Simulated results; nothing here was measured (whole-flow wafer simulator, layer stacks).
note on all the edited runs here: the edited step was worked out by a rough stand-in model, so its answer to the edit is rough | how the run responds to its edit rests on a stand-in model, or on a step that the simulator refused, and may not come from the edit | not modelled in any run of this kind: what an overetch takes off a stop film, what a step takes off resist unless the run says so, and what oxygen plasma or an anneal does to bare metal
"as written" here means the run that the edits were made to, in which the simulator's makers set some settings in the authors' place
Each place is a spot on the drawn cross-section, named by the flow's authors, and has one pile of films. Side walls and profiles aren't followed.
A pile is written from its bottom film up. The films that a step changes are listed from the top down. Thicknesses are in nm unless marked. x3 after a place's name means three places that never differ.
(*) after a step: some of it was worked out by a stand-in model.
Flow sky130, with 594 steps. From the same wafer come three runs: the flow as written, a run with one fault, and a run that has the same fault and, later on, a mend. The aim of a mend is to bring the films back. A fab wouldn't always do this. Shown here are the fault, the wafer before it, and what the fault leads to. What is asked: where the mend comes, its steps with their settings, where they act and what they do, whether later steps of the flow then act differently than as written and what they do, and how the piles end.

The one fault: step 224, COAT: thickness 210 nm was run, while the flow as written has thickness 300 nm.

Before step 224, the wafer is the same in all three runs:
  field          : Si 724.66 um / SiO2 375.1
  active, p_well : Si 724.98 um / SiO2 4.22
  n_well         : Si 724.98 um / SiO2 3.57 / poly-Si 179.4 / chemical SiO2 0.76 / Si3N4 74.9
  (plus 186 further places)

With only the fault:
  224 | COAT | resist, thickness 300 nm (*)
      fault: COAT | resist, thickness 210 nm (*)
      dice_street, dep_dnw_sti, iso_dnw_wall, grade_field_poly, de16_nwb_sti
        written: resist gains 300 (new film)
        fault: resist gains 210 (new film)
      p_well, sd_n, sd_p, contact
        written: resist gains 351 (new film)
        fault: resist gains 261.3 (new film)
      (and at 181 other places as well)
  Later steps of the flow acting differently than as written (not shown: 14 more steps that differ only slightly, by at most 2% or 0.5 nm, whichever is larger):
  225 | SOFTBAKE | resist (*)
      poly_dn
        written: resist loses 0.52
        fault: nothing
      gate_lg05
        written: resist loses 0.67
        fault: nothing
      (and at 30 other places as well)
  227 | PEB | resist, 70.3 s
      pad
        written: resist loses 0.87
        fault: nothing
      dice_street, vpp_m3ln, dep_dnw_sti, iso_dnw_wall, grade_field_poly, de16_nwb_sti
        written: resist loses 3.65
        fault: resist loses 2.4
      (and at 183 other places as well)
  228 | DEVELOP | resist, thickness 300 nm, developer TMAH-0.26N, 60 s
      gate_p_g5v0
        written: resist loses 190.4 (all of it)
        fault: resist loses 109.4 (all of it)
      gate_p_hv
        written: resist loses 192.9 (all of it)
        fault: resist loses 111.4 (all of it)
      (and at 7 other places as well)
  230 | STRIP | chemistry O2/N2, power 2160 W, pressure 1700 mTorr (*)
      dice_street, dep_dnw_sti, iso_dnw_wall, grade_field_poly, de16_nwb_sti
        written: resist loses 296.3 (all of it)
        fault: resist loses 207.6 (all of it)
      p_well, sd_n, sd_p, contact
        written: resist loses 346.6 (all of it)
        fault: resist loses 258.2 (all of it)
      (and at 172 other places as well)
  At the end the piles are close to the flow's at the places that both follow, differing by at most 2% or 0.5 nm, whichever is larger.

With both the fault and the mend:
  After step 228 comes the mend.
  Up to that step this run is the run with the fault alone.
  228a | STRIP | chemistry O2/N2, power 2160 W, pressure 1700 mTorr (*)
      dice_street, dep_dnw_sti, iso_dnw_wall, grade_field_poly, de16_nwb_sti
        resist loses 207.6 (all of it)
      p_well, sd_n, sd_p, contact
        resist loses 258.2 (all of it)
      mim_edge_plate_strap, mim_edge_plate, mim_edge_gap, mim_edge_gap_sheet
        resist loses 210 (all of it)
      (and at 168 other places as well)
  228b | DEHYDRATE | 200 C, 60 s (a further turn of the flow's step 222)
      leaves every film unchanged at each place that is followed
  228c | HMDS | 120 C, 60 s (a further turn of the flow's step 223)
      leaves every film unchanged at each place that is followed
  228d | COAT | resist, thickness 300 nm (*) (a further turn of the flow's step 224)
      p_well, sd_n, sd_p, contact, active_hv5
        resist gains 351 (new film)
      dice_street, dep_dnw_sti, iso_dnw_wall, grade_field_poly, de16_nwb_sti
        resist gains 300 (new film)
      mim_edge_plate_strap, mim_edge_plate, mim_edge_gap, mim_edge_gap_sheet
        resist gains 302.1 (new film)
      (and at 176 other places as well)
  228e | SOFTBAKE | resist (*) (a further turn of the flow's step 225)
      npn_par_e, gate_pwde_dnw, ndiff_cd, pdiff_cd, pnp_par_e, de16_gate_nw
        resist gains 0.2
      iso_guard, gate_hv_dnw, rpo_hd_licon, de16_pw_sti
        resist gains 0.15
      sd_hvn, de16_ntap_nw, de16_gate_pw, de16_ptap_pw
        resist gains 0.26
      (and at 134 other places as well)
  228f | EXPOSE | photomask HVPTM, dose 153.7 mJ/cm2, NA 0.6, wavelength 365 nm (*) (a further turn of the flow's step 226)
      leaves every film unchanged at each place that is followed
  228g | PEB | resist, 70.3 s (a further turn of the flow's step 227)
      dice_street, vpp_iso1, vpp_iso2 and 8 more
        resist loses 3.65
      p_well, sd_n, sd_p, contact, pplus_nw, active_hv5
        resist loses 4.41
      vpp_sp, vpp_ln, m5_stack_ln, via4_hole
        resist loses 3.64
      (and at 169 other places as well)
  228h | DEVELOP | resist, developer TMAH-0.26N, 60 s (a further turn of the flow's step 228, with different settings)
      spacer, m1, mim and 32 more
        resist loses 0.02
      gate_p_g5v0
        resist loses 190.4 (all of it)
      gate_p_hv
        resist loses 192.9 (all of it)
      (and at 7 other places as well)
  None of the later steps of the flow acts differently than as written at any place that is followed.
  By the end, the piles equal the flow's at every place that both follow.
